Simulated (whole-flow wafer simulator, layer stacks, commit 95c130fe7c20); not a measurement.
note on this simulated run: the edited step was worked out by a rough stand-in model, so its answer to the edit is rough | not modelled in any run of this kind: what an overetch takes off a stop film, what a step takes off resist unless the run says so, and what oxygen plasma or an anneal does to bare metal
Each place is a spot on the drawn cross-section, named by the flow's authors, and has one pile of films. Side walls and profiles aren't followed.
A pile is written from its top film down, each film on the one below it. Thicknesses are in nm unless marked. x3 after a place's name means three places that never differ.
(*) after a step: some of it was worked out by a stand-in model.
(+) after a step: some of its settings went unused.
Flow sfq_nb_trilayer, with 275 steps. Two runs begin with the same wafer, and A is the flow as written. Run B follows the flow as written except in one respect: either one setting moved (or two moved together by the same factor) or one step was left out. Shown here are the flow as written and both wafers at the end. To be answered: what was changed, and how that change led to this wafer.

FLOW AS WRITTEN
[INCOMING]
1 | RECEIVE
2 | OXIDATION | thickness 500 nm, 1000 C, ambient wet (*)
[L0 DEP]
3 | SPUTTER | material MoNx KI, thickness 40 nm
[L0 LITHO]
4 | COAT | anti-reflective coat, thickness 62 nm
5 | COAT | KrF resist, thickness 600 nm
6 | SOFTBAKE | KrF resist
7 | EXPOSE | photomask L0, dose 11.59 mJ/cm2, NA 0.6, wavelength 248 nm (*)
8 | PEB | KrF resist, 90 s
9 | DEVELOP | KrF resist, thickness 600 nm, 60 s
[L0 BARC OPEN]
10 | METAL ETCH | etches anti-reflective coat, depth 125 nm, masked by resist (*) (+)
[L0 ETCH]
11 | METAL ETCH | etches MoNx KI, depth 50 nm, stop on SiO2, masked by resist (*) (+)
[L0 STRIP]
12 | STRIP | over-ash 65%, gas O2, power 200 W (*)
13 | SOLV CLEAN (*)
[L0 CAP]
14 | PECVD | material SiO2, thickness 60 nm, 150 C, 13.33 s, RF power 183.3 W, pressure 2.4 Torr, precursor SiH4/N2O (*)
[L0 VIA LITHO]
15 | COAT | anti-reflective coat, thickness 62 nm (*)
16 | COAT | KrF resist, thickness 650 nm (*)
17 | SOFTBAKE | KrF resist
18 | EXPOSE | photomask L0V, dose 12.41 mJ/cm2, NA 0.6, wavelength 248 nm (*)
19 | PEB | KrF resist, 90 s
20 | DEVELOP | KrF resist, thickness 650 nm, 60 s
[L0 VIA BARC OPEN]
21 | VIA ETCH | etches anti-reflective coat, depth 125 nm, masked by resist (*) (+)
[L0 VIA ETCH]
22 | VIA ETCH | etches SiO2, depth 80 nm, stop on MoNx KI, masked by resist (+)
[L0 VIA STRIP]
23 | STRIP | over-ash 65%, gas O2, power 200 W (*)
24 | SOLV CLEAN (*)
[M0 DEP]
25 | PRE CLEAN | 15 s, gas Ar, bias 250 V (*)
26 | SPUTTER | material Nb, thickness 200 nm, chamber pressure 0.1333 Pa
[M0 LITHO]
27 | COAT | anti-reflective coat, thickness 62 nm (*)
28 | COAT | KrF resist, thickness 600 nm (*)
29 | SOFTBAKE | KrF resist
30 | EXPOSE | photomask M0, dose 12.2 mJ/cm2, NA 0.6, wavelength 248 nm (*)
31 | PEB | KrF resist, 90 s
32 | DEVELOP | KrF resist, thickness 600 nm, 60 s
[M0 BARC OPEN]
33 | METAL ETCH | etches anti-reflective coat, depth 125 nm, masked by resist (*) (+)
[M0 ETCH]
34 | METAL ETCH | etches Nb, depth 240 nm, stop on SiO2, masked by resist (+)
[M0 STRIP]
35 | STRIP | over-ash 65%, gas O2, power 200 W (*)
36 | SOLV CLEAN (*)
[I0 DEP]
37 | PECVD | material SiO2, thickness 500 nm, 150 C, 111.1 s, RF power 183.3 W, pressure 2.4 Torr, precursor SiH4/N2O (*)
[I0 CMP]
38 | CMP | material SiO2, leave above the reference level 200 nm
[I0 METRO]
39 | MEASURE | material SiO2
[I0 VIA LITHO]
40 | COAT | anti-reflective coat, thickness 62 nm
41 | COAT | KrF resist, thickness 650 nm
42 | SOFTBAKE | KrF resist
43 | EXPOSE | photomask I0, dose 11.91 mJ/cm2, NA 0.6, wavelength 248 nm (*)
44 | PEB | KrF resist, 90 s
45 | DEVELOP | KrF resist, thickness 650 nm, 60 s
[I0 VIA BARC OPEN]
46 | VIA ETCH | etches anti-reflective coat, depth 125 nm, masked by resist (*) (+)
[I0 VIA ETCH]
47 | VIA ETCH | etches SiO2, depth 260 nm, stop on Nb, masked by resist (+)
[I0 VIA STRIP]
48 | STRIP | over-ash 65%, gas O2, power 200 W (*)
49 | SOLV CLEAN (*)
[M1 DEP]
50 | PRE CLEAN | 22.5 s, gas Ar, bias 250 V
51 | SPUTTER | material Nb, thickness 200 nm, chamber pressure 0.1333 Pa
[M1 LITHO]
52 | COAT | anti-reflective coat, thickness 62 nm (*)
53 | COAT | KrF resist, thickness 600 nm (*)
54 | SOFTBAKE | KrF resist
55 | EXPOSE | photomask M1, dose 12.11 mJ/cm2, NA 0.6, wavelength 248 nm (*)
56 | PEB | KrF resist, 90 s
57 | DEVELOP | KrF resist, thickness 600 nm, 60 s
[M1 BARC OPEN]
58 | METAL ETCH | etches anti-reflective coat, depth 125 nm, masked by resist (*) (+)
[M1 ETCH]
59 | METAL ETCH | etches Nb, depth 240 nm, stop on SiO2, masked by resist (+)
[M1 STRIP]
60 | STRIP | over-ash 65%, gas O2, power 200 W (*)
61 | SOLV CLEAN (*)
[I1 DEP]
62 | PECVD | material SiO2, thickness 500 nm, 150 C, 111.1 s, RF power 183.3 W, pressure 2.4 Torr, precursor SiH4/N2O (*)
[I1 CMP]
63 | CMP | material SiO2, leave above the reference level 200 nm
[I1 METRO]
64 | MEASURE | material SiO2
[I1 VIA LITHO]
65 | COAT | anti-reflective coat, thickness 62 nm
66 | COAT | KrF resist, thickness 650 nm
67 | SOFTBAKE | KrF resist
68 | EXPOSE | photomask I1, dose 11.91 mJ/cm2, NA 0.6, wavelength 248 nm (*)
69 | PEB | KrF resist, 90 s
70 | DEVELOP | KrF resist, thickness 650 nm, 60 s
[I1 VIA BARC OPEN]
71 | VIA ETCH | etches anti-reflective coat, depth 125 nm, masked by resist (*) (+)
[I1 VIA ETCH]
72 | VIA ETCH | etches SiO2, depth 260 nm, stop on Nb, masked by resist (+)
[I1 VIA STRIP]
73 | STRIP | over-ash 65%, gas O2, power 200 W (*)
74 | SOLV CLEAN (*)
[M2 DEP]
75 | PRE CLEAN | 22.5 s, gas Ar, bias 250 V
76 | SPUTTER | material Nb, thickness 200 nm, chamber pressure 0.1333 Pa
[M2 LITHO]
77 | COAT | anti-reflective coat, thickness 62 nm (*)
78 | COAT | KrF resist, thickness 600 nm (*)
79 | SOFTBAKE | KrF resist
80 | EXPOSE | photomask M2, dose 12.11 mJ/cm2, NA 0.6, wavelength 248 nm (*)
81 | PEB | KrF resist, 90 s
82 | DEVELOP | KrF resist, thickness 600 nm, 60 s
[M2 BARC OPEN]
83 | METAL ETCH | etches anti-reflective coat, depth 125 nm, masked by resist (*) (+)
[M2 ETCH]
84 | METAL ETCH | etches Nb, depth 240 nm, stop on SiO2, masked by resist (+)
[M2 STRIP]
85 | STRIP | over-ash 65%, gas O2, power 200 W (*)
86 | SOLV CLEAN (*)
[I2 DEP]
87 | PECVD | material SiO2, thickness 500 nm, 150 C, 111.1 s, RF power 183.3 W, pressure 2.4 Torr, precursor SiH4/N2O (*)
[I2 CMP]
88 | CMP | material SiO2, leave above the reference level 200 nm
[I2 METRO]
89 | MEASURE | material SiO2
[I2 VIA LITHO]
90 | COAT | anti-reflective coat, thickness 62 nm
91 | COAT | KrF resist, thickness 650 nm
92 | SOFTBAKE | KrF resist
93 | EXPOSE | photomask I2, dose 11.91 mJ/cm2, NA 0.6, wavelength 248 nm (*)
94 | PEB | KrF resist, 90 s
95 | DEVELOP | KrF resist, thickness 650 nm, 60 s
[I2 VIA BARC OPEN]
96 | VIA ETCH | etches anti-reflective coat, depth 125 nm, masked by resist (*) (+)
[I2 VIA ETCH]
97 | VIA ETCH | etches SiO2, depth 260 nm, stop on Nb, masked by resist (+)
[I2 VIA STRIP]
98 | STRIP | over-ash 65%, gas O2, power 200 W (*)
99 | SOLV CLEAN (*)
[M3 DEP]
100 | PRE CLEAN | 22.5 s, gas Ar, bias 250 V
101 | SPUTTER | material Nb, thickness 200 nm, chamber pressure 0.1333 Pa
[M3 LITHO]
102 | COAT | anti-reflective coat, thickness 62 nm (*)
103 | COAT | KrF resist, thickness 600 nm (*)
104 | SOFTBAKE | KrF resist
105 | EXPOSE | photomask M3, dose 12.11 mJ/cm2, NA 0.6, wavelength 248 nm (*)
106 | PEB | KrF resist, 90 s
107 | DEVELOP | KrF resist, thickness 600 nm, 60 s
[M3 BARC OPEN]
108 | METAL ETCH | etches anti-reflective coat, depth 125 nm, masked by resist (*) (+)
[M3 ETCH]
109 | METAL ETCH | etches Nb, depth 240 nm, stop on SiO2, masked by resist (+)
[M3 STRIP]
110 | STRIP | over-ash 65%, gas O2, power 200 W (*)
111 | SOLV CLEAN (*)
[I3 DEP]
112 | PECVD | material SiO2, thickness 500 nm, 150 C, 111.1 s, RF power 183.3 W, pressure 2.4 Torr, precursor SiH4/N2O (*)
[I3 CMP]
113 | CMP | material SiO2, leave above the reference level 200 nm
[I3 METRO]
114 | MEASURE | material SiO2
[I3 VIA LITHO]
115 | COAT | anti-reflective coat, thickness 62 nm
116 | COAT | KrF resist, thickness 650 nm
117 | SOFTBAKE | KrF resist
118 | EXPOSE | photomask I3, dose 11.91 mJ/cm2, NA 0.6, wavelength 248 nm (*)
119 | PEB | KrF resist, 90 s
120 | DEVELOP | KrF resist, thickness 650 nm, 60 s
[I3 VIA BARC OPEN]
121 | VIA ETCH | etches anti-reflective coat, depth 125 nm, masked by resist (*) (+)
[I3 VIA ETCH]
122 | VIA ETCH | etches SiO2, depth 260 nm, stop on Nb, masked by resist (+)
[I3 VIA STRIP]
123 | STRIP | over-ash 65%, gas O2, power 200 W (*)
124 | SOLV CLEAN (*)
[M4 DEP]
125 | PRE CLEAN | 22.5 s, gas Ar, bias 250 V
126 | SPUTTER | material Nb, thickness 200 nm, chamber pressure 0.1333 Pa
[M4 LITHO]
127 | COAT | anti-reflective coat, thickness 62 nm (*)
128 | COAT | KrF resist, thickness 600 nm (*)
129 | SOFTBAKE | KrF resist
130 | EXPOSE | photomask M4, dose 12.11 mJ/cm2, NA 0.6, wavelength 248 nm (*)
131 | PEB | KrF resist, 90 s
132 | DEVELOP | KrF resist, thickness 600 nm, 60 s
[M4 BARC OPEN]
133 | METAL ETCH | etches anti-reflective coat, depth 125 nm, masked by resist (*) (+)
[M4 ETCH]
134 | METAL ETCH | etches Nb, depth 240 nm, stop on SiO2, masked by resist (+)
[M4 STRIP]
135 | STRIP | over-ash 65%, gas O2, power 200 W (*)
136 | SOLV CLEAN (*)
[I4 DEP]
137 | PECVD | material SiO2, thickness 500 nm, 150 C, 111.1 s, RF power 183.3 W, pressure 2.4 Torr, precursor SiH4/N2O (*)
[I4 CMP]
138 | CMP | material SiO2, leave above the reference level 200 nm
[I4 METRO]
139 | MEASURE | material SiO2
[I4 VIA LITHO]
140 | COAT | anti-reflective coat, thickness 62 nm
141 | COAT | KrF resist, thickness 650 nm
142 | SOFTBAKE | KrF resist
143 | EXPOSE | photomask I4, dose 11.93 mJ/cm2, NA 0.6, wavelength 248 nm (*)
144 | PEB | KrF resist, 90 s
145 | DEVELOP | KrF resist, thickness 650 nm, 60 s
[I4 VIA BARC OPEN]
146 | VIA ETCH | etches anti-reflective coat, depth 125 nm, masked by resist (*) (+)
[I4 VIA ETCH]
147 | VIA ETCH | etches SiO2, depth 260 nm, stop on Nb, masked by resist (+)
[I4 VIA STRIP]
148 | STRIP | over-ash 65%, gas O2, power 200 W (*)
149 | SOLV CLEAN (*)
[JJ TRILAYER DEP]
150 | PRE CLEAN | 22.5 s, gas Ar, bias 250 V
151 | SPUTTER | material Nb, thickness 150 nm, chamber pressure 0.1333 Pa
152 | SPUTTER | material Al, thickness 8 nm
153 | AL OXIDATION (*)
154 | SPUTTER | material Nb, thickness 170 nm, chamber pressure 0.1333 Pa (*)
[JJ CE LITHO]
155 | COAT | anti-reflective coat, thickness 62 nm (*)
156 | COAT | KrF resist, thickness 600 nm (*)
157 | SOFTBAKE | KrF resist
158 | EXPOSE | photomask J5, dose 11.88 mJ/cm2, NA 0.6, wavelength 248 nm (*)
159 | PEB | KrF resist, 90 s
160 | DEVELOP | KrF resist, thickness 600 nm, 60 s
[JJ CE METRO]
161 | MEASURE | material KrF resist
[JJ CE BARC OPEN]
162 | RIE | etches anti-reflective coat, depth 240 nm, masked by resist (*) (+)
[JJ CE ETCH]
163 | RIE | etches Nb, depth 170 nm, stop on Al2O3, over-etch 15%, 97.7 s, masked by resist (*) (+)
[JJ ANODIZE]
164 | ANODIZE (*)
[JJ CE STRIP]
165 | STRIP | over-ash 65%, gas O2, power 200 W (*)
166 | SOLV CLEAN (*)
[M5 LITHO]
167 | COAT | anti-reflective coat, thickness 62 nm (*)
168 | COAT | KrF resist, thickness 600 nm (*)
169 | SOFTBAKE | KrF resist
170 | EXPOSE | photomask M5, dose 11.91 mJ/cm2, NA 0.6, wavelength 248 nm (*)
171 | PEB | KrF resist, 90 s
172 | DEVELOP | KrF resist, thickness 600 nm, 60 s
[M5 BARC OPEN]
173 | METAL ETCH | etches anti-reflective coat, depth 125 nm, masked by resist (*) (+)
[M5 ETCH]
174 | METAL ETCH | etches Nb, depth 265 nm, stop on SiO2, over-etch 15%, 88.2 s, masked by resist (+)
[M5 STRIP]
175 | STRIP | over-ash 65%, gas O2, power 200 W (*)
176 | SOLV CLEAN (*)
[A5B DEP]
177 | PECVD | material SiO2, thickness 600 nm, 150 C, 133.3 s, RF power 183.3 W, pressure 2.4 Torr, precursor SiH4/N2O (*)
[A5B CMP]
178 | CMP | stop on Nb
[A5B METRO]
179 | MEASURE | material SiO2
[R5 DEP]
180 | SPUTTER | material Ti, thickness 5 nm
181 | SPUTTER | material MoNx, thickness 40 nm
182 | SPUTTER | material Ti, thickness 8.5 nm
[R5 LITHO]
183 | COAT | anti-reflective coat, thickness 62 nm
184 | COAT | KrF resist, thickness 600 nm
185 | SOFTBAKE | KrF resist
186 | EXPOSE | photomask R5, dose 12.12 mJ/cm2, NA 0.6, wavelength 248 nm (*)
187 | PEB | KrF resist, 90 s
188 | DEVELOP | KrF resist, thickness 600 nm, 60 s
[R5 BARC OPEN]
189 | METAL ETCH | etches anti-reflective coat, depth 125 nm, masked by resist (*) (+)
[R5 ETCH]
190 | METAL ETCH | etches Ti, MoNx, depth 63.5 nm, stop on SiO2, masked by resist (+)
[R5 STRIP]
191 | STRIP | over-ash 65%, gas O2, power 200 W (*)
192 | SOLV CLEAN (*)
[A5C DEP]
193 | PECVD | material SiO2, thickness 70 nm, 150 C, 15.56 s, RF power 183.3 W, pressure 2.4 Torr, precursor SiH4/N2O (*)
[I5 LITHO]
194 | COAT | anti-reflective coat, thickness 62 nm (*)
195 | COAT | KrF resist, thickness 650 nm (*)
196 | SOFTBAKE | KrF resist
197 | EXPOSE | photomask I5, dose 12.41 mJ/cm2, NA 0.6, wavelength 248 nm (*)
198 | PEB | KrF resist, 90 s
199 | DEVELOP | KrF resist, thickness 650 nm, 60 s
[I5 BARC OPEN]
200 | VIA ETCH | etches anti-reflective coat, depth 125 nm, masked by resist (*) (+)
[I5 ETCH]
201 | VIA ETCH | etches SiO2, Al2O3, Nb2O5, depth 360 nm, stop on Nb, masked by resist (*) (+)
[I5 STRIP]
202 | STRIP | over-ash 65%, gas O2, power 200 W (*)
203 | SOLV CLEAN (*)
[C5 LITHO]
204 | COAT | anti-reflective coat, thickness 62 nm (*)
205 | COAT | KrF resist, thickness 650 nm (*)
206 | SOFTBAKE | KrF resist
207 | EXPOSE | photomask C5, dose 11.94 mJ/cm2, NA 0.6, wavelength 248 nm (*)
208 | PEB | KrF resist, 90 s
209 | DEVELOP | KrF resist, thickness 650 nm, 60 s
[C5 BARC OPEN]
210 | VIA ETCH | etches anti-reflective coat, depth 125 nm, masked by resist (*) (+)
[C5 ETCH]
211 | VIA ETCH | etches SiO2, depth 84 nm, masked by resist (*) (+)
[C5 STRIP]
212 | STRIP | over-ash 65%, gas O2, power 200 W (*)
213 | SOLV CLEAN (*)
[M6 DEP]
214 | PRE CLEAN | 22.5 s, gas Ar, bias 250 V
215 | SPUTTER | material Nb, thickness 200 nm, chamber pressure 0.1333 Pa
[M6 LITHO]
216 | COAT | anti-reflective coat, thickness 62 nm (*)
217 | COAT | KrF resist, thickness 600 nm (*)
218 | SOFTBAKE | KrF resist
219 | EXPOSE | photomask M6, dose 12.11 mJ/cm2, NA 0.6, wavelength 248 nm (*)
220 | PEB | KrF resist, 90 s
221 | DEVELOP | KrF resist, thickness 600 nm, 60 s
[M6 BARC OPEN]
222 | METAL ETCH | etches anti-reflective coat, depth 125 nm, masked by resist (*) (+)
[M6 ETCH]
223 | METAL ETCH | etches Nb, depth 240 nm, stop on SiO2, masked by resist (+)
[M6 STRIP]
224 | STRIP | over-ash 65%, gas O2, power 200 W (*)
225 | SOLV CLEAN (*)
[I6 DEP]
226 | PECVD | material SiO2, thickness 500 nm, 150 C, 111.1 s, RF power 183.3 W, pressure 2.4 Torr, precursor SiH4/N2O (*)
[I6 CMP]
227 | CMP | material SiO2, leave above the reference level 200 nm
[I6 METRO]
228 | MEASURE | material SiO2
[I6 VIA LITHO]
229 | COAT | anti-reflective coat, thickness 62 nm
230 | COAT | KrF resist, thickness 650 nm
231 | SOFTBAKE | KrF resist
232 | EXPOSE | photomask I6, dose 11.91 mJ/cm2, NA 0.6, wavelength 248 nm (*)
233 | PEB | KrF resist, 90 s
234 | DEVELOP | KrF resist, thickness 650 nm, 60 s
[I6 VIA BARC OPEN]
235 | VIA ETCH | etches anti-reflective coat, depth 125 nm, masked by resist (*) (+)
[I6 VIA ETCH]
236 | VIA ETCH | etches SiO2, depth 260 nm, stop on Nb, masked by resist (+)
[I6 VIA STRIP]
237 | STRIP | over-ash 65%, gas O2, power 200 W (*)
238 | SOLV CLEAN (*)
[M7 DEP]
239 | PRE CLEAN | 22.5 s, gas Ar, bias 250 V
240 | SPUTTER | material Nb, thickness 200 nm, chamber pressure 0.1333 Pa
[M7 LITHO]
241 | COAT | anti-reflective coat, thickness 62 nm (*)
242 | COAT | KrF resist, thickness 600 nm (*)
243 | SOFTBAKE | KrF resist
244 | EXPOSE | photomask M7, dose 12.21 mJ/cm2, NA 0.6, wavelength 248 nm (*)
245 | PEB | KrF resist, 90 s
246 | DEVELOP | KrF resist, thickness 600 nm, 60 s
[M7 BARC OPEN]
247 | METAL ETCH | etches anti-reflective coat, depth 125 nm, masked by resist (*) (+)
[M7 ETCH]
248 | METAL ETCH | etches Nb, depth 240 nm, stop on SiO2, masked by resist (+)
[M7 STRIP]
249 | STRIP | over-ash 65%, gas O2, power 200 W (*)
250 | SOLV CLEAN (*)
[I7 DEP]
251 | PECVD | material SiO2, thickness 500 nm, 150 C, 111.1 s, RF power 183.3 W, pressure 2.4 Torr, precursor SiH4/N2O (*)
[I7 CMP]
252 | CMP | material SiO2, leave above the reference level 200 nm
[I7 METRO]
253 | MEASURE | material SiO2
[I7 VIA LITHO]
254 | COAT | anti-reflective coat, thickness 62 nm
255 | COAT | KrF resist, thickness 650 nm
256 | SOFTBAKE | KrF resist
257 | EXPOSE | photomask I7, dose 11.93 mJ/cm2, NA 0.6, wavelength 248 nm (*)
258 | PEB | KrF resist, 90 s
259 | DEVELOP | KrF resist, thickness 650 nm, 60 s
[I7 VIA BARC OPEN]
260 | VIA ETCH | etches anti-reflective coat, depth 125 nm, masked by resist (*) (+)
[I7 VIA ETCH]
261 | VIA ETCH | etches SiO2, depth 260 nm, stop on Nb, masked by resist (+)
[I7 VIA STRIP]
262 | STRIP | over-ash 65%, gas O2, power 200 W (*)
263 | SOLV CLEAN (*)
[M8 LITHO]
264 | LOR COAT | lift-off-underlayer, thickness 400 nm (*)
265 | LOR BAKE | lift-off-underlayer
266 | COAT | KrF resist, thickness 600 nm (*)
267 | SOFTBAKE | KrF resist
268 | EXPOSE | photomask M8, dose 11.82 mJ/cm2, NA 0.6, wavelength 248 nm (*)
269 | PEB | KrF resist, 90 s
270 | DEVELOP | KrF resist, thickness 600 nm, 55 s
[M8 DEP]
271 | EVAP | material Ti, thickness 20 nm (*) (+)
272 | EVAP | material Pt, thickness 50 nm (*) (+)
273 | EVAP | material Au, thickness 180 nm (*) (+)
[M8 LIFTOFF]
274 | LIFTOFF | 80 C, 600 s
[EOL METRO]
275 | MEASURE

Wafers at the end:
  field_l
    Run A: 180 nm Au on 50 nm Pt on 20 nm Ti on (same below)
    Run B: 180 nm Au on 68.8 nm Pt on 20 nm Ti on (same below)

Cause: step 272, EVAP: thickness 68.8 nm was run, while the flow as written has thickness 50 nm.
The wafer itself shows it: field_l has Pt 68.8, and step 272 as written asks for 50 nm.

How this came from the change, step by step:
  272 | EVAP | material Pt, thickness 50 nm (*) (+)
      field_l, v_sur, via_wl and 103 more: A +50 Pt (new film) | B +68.8 Pt (new film)
  274 | LIFTOFF | 80 C, 600 s
      p4_fl, p4_fm, p4_w1 and 71 more: A -180 Au (all of it), -50 Pt (all of it), -20 Ti (all of it), -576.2 KrF resist (all of it), -400 lift-off-underlayer (all of it) | B -180 Au (all of it), -68.8 Pt (all of it), -20 Ti (all of it), -576.2 KrF resist (all of it), -400 lift-off-underlayer (all of it)
      c5j, ce_r: A -180 Au (all of it), -50 Pt (all of it), -20 Ti (all of it), -573.3 KrF resist (all of it), -399.3 lift-off-underlayer (all of it) | B -180 Au (all of it), -68.8 Pt (all of it), -20 Ti (all of it), -573.3 KrF resist (all of it), -399.3 lift-off-underlayer (all of it)
      (as well as at 19 more places)
